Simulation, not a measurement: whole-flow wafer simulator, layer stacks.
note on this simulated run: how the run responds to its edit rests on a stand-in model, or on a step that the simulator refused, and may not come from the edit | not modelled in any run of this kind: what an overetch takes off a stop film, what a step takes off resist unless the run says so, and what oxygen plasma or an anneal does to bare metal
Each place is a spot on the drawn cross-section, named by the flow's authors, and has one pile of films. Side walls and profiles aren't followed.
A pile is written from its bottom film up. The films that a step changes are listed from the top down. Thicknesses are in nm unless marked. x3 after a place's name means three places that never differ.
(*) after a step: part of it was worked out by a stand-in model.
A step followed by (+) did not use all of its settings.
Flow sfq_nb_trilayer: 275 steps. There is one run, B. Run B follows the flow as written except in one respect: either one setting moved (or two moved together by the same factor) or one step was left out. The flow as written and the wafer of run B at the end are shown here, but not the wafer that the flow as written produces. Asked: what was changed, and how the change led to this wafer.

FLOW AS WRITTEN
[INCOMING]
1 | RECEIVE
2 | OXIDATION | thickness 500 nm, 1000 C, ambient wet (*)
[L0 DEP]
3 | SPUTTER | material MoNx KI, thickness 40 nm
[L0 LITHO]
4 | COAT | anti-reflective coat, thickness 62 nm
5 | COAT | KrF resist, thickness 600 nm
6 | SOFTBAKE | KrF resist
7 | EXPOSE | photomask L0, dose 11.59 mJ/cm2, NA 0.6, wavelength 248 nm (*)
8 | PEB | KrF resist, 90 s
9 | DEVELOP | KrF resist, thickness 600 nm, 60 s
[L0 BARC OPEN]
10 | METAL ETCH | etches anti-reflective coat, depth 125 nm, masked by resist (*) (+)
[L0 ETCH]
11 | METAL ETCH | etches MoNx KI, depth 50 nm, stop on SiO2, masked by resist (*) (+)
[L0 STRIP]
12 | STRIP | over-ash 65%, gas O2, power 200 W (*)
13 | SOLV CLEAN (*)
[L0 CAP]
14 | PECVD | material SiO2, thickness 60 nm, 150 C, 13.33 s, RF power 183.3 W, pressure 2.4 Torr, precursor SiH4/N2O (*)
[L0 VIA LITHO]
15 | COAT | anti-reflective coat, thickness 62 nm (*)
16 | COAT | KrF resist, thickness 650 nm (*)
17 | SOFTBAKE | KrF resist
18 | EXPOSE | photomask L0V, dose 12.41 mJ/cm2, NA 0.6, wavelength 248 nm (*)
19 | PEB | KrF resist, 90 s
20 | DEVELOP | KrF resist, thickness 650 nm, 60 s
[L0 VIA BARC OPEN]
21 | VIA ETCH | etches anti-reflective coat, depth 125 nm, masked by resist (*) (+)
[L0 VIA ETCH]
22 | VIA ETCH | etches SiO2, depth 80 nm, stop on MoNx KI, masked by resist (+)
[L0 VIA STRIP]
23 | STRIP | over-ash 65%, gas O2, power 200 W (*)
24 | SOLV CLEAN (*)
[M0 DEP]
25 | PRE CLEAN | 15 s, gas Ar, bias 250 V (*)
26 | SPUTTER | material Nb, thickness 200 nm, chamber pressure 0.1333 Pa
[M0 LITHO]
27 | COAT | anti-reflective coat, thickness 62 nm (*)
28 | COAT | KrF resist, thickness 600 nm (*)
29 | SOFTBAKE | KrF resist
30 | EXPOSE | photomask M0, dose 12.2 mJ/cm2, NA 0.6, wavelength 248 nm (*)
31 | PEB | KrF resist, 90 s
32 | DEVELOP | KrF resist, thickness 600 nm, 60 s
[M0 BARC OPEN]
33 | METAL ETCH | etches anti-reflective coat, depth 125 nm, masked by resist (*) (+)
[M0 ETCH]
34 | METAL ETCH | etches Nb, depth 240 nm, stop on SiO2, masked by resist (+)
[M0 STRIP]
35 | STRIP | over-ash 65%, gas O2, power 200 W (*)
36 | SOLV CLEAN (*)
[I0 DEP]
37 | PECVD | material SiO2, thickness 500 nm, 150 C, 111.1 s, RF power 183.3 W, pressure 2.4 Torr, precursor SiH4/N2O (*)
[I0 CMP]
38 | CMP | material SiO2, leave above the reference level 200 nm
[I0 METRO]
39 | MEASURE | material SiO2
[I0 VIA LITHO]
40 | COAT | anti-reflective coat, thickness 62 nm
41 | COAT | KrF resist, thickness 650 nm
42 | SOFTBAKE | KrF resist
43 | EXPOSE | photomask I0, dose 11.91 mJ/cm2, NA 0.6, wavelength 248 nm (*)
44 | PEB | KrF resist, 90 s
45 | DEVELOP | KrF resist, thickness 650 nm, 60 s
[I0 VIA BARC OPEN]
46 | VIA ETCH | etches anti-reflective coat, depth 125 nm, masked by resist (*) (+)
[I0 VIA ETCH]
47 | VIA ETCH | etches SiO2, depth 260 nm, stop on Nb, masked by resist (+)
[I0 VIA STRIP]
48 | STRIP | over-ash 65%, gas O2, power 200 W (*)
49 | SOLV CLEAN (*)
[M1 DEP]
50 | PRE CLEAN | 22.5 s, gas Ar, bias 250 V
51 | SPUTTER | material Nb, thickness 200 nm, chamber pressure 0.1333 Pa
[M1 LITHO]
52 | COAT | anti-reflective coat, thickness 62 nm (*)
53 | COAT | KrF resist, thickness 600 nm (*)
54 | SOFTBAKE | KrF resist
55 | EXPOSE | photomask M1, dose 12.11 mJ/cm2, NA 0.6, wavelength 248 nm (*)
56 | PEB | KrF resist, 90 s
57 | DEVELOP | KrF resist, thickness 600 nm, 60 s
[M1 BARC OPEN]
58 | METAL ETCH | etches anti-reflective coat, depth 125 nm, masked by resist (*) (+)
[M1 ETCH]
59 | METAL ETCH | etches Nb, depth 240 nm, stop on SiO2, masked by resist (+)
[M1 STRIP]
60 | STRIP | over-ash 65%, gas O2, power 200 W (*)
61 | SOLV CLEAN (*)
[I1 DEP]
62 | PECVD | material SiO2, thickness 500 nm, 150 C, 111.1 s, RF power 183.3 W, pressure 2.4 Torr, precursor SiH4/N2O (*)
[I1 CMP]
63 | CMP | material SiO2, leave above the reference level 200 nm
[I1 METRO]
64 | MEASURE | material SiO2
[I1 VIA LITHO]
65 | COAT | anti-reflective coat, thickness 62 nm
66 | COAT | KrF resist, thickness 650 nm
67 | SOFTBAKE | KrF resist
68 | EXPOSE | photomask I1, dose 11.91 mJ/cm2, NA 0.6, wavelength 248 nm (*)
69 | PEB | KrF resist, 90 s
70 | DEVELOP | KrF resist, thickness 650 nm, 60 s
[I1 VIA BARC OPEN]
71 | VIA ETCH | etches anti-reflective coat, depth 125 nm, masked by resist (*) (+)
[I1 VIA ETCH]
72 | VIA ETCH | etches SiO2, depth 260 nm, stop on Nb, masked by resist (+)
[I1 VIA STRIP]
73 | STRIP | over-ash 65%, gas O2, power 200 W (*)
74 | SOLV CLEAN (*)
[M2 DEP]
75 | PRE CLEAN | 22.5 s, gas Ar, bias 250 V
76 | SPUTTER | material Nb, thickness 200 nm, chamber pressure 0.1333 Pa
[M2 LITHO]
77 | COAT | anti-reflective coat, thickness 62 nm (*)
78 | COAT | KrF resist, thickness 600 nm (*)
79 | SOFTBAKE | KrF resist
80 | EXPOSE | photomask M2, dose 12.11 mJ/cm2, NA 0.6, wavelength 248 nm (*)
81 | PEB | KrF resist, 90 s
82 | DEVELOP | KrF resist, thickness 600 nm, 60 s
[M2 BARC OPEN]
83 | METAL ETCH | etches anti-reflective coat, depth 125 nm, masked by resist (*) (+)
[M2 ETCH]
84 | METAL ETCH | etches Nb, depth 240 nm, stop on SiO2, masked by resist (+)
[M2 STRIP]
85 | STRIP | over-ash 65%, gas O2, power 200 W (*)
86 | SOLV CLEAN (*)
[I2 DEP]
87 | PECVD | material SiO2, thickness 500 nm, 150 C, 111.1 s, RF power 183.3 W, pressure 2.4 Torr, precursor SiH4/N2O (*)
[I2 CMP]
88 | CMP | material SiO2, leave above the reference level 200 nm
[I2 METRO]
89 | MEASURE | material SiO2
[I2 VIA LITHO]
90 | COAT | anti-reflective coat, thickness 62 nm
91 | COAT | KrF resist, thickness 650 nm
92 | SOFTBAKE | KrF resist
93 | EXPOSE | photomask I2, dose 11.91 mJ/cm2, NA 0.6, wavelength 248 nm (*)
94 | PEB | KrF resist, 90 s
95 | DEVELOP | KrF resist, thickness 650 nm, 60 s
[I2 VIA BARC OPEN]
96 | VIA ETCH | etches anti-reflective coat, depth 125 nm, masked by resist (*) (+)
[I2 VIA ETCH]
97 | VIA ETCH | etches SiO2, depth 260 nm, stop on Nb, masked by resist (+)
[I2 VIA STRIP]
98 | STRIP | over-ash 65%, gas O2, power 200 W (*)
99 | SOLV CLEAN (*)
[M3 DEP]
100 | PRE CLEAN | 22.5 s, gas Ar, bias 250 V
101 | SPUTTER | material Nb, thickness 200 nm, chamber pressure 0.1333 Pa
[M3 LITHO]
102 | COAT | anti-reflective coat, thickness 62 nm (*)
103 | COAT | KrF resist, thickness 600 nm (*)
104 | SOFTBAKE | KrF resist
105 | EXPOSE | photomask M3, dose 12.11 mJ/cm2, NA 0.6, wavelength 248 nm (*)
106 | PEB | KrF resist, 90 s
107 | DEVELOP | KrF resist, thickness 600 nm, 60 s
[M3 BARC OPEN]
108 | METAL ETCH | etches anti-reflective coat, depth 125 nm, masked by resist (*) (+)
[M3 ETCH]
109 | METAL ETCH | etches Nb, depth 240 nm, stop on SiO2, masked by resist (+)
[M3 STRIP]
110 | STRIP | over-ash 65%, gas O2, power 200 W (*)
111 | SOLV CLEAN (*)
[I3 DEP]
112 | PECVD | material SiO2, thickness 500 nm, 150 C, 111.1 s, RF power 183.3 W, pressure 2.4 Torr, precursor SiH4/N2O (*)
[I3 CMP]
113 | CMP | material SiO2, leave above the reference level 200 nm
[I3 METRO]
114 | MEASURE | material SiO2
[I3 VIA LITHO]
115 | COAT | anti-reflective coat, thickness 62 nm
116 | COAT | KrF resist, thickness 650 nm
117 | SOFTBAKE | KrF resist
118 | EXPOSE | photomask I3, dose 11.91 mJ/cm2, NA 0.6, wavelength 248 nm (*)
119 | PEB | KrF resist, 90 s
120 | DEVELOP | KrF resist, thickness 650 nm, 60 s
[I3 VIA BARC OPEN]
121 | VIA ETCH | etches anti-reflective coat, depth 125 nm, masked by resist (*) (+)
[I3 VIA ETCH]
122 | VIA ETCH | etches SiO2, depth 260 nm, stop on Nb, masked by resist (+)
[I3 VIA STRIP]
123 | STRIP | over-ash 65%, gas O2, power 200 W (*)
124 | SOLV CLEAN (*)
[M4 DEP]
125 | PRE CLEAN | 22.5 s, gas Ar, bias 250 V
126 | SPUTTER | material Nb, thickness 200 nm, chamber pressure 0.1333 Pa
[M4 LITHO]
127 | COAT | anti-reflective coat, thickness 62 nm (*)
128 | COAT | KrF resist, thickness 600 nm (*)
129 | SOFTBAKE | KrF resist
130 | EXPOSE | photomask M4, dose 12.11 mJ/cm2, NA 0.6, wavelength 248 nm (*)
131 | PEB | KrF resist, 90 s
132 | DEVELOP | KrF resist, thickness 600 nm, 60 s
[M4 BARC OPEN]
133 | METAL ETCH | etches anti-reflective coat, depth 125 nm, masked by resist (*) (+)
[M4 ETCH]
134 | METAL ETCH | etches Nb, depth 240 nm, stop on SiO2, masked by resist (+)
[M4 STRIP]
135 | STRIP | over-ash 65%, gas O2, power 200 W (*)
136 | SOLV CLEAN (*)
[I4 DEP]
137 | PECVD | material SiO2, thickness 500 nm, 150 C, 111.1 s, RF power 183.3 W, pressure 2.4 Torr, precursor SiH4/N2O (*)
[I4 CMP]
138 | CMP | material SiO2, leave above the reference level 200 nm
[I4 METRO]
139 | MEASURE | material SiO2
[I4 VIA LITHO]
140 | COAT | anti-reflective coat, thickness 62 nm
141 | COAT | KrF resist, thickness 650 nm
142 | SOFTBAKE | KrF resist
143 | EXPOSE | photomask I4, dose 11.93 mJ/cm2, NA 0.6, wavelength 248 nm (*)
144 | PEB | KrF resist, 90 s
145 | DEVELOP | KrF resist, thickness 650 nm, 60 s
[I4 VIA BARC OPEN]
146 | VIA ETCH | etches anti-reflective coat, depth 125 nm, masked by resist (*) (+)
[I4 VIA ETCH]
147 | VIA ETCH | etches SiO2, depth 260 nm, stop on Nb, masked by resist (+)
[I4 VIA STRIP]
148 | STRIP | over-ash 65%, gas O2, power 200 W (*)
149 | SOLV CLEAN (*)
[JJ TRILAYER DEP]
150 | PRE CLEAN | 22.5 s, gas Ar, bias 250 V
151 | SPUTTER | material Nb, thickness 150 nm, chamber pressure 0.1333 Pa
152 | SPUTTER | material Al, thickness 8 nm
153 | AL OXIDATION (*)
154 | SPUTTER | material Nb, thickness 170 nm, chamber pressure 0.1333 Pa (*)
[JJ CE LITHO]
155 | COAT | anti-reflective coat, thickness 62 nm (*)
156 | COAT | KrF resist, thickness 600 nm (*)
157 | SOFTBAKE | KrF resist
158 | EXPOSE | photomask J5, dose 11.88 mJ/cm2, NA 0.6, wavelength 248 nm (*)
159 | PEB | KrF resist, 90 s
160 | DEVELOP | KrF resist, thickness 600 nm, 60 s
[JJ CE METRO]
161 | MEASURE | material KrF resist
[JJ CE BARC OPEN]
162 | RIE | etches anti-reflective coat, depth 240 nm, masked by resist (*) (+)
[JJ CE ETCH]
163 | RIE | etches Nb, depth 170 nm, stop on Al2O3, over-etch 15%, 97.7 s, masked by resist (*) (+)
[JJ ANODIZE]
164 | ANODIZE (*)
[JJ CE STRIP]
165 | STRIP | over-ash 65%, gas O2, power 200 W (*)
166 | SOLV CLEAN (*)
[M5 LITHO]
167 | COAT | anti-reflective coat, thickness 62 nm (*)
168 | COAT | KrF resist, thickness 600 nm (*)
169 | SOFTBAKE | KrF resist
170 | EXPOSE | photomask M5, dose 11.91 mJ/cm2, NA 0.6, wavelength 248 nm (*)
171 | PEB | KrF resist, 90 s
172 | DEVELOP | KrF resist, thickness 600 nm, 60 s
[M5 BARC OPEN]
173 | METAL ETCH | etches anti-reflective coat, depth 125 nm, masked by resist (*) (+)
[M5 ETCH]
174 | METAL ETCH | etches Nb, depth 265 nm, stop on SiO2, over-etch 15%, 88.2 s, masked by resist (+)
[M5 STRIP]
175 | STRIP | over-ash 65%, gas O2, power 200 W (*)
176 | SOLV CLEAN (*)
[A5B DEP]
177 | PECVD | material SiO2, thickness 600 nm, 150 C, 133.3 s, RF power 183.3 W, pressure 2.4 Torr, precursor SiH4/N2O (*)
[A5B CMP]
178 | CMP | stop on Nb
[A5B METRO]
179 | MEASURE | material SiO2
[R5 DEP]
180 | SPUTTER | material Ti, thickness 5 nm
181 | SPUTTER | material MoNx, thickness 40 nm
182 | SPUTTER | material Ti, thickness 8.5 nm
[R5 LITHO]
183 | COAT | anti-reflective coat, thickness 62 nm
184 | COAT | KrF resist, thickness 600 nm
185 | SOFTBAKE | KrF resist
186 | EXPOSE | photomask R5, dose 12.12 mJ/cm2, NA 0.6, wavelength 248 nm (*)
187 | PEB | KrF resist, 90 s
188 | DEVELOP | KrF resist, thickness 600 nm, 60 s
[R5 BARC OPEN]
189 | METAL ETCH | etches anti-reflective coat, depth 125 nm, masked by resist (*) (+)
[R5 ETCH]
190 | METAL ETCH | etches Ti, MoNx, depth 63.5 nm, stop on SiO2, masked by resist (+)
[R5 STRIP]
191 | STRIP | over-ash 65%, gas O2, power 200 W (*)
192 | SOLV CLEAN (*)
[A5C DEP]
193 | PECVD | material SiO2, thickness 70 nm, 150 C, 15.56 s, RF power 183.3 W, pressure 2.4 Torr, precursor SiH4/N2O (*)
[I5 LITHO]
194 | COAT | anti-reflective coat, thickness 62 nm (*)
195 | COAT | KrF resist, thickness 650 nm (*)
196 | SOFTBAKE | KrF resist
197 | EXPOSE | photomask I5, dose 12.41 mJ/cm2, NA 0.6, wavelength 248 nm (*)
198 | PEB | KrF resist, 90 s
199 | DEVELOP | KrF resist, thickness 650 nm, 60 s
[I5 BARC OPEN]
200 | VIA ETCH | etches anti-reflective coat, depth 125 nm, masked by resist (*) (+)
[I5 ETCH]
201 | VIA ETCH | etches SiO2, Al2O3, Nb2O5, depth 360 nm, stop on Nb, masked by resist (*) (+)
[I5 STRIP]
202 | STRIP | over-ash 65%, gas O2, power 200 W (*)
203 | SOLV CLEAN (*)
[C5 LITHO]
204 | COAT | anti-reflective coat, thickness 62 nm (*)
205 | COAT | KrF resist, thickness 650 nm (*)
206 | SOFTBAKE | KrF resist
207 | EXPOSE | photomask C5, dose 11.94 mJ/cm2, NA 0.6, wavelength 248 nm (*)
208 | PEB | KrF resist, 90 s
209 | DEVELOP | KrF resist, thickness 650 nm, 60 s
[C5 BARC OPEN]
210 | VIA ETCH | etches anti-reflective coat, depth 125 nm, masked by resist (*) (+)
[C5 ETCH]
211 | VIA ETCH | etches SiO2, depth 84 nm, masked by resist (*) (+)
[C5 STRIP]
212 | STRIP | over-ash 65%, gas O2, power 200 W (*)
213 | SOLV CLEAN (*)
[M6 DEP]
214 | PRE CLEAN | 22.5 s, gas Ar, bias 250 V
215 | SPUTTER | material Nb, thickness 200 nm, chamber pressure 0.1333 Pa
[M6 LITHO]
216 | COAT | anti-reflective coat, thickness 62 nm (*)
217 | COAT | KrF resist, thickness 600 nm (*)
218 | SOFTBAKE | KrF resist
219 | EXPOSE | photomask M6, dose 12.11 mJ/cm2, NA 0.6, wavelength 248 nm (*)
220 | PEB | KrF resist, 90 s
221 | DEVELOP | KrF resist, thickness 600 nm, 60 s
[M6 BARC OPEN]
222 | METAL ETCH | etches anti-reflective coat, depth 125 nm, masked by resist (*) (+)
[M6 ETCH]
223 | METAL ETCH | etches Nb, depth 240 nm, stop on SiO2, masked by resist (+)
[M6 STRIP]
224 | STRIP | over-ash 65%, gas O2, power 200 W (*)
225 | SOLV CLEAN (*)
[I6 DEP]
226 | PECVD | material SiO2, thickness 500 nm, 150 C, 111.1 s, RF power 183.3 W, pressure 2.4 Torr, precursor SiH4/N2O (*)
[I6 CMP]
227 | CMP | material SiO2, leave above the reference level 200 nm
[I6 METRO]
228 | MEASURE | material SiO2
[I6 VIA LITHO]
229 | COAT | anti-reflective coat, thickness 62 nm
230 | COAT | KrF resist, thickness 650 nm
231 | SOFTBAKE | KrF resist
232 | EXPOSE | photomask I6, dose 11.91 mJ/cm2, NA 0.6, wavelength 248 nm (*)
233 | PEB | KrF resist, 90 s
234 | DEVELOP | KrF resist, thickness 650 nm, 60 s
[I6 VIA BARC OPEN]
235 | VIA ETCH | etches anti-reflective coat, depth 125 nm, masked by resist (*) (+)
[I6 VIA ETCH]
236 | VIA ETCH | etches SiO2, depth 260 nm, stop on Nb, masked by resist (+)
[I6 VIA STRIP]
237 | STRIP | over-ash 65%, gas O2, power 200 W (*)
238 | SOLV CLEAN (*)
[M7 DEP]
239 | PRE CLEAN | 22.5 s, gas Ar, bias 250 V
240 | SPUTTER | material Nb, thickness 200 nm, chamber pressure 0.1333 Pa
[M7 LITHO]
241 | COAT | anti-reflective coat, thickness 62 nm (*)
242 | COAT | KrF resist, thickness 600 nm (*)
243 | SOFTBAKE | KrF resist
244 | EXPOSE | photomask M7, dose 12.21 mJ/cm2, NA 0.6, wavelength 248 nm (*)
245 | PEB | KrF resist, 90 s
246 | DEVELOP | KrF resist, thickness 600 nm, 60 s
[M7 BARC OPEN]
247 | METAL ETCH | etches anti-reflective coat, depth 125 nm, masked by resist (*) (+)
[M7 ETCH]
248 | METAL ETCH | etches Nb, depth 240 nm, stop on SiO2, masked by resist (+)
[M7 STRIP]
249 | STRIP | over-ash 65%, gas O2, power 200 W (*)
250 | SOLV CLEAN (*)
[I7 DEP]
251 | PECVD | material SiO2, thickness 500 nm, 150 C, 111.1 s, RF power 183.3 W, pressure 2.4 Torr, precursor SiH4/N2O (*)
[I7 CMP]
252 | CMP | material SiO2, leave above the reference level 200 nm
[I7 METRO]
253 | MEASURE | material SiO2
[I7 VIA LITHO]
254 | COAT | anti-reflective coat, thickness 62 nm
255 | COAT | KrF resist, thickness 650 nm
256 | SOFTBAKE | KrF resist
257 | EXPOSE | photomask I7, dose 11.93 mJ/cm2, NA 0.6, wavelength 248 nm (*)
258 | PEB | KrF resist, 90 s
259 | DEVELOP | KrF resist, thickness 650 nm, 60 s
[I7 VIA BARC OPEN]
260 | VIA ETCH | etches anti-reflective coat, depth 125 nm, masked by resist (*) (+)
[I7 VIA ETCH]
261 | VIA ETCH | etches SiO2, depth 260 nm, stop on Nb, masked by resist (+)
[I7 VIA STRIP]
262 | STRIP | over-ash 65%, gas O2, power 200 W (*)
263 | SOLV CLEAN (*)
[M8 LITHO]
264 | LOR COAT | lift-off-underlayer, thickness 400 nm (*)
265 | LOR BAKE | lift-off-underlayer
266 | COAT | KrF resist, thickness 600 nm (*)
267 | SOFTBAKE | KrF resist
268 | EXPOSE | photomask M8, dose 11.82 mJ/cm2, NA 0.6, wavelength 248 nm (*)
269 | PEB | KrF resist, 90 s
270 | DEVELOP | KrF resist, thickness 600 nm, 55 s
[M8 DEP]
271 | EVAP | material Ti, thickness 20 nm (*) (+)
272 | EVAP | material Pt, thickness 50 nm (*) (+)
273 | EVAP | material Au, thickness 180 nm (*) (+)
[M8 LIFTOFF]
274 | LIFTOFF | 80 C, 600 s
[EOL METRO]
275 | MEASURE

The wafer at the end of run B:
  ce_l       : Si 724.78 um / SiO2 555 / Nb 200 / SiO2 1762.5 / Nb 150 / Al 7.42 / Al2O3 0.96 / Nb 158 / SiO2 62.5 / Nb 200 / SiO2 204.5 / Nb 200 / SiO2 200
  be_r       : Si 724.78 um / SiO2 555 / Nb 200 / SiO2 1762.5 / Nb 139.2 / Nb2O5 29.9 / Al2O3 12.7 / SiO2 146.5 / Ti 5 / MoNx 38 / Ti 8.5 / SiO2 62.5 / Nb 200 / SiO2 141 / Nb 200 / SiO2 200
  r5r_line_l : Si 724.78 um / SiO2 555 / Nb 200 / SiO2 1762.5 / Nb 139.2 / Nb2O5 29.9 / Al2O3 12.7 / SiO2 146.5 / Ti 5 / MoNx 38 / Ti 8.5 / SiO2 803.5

What caused this: step 181, SPUTTER: thickness 38 nm was run, while the flow as written has thickness 40 nm.
One can read it off the wafer: be_r has MoNx 38, and step 181 as written asks for 40 nm.

The path from the change to this, step by step:
  181 | SPUTTER | material MoNx, thickness 40 nm
      field_l, v_sur, via_wl and 103 more: +38 MoNx (new film) (it would be, as written: +40 MoNx (new film))
  190 | METAL ETCH | etches Ti, MoNx, depth 63.5 nm, stop on SiO2, masked by resist (+)
      field_l, v_sur, via_wl and 92 more: -8.5 Ti (all of it), -38 MoNx (all of it), -5 Ti (all of it) (it would be, as written: -8.5 Ti (all of it), -40 MoNx (all of it), -5 Ti (all of it))
      ce_l, c5j, ce_r, wl_jj: -8.5 Ti (all of it), -38 MoNx (all of it), -5 Ti (all of it), -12 Nb (it would be, as written: -8.5 Ti (all of it), -40 MoNx (all of it), -5 Ti (all of it), -10 Nb)
